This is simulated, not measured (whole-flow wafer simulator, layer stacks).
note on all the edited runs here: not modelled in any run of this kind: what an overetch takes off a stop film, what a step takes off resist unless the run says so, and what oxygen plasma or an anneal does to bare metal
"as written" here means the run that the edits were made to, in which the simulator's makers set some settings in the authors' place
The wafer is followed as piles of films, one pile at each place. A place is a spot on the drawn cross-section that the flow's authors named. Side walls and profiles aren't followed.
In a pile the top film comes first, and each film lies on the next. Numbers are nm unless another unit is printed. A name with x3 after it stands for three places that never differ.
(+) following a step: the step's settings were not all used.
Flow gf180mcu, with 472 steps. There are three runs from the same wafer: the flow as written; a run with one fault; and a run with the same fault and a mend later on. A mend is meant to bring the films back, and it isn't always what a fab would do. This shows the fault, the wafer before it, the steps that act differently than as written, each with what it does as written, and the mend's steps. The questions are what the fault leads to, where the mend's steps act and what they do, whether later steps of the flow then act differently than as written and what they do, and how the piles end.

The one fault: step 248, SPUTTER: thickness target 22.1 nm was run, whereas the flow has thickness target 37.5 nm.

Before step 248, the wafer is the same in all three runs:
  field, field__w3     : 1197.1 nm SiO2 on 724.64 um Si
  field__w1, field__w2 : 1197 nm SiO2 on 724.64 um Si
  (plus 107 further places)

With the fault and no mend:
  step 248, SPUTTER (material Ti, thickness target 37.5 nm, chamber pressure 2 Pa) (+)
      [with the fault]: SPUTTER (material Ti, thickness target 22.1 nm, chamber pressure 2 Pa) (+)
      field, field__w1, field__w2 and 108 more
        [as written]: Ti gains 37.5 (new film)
        [with the fault]: Ti gains 22.1 (new film)
  Later steps of the flow acting differently than as written:
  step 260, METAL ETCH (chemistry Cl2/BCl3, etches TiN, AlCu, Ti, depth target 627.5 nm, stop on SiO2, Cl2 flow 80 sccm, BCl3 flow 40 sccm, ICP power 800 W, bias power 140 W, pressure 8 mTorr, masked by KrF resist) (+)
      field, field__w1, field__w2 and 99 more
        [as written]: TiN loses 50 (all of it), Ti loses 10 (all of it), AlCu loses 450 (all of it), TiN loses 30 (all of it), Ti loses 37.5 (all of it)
        [with the fault]: TiN loses 50 (all of it), Ti loses 10 (all of it), AlCu loses 450 (all of it), TiN loses 30 (all of it), Ti loses 22.1 (all of it)
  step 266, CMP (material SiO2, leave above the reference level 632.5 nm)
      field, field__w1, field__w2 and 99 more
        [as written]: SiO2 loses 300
        [with the fault]: SiO2 loses 315.4
  The piles end different from the flow's at field__w8, contact, m1 and 6 more by more than 2% or 0.5 nm, whichever is larger.
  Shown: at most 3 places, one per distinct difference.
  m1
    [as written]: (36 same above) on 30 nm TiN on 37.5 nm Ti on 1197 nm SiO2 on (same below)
    [with the fault]: (36 same above) on 30 nm TiN on 22.1 nm Ti on 1197 nm SiO2 on (same below)
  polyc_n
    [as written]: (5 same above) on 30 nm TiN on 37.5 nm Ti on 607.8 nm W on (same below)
    [with the fault]: (5 same above) on 30 nm TiN on 22.1 nm Ti on 607.8 nm W on (same below)
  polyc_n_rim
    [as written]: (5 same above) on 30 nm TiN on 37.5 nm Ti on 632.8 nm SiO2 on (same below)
    [with the fault]: (5 same above) on 30 nm TiN on 22.1 nm Ti on 632.8 nm SiO2 on (same below)

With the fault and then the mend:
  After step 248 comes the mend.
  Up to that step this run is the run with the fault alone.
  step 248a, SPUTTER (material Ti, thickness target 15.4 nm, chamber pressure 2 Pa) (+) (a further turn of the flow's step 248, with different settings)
      field, field__w1, field__w2 and 108 more
        Ti gains 15.4
  Every later step of the flow that is run acts as written at every place that is followed.
  At every place that both follow, the piles at the end match the flow's.
